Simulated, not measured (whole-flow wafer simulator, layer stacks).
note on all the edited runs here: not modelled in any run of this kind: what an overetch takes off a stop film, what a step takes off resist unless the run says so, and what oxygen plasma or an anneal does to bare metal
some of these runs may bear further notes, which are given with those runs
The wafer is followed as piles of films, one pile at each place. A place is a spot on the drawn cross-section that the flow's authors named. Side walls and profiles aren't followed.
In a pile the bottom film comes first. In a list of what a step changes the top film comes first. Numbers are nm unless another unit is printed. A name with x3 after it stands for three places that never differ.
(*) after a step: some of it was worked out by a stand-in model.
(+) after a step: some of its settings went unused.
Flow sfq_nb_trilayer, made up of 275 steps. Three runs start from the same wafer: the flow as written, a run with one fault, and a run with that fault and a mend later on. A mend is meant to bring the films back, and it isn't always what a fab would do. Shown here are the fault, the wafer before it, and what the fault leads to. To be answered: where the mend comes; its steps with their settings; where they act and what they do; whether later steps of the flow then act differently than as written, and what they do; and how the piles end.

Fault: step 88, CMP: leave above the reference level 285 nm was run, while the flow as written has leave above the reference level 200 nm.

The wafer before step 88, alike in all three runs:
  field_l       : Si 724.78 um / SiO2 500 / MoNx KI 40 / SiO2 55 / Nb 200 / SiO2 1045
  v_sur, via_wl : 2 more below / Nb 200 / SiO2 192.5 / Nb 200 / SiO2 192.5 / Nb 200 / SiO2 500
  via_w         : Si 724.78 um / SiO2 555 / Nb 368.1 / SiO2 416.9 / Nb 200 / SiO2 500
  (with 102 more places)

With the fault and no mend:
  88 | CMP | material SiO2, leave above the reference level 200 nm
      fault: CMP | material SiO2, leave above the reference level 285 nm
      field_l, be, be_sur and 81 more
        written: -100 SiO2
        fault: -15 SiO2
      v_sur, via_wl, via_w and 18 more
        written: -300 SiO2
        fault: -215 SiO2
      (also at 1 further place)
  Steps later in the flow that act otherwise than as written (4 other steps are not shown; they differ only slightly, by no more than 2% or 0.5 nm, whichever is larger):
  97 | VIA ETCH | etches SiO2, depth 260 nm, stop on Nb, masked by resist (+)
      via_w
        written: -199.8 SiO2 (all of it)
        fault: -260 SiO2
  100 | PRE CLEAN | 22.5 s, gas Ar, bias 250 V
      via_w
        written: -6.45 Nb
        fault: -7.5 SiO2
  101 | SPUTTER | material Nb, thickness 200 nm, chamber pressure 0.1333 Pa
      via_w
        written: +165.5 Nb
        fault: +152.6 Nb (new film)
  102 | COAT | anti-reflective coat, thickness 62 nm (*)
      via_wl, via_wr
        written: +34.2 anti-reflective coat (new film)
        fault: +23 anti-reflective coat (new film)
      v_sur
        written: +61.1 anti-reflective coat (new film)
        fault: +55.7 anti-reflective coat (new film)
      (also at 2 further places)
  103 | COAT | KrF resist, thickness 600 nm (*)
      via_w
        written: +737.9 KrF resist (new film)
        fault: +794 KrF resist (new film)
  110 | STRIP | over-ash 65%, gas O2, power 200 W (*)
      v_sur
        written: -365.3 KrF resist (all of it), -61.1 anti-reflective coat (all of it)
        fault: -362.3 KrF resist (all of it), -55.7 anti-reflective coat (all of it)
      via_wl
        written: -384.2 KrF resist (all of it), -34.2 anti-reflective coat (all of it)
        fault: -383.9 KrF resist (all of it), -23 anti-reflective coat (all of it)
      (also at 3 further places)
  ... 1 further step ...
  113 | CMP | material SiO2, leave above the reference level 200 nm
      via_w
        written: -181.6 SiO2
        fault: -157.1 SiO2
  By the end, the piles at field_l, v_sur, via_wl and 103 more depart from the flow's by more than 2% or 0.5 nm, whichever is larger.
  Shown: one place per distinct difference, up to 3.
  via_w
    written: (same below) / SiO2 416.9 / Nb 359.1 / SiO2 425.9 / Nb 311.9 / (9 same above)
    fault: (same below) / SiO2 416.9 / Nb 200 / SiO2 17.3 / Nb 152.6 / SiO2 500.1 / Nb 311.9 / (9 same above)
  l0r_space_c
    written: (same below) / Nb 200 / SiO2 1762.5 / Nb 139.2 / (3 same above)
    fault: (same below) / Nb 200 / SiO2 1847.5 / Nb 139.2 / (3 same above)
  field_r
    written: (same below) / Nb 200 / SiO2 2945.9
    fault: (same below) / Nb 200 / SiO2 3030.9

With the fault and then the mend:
  The mend follows step 95.
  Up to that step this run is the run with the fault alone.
  95a | STRIP | over-ash 65%, gas O2, power 200 W (*)
      field_l, v_sur, via_wl and 102 more
        -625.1 KrF resist (all of it), -62 anti-reflective coat (all of it)
      via_w
        -62 anti-reflective coat (all of it)
  95b | CMP | material SiO2, leave above the reference level 200 nm (the flow's step 88 again)
      field_l, v_sur, via_wl and 103 more
        -85 SiO2
  95c | COAT | anti-reflective coat, thickness 62 nm (the flow's step 90 again)
      field_l, v_sur, via_wl and 103 more
        +62 anti-reflective coat (new film)
  95d | COAT | KrF resist, thickness 650 nm (the flow's step 91 again)
      field_l, v_sur, via_wl and 103 more
        +650 KrF resist (new film)
  95e | SOFTBAKE | KrF resist (the flow's step 92 again)
      leaves every film unchanged at each place that is followed
  95f | EXPOSE | photomask I2, dose 11.91 mJ/cm2, NA 0.6, wavelength 248 nm (*) (the flow's step 93 again)
      leaves every film unchanged at each place that is followed
  95g | PEB | KrF resist, 90 s (the flow's step 94 again)
      field_l, v_sur, via_wl and 103 more
        -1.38 KrF resist
  95h | DEVELOP | KrF resist, thickness 650 nm, 60 s (the flow's step 95 again)
      field_l, v_sur, via_wl and 102 more
        -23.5 KrF resist
      via_w
        -648.6 KrF resist (all of it)
  None of the later steps of the flow acts differently than as written at any place that is followed.
  The piles end the same as the flow's at every place that both follow.
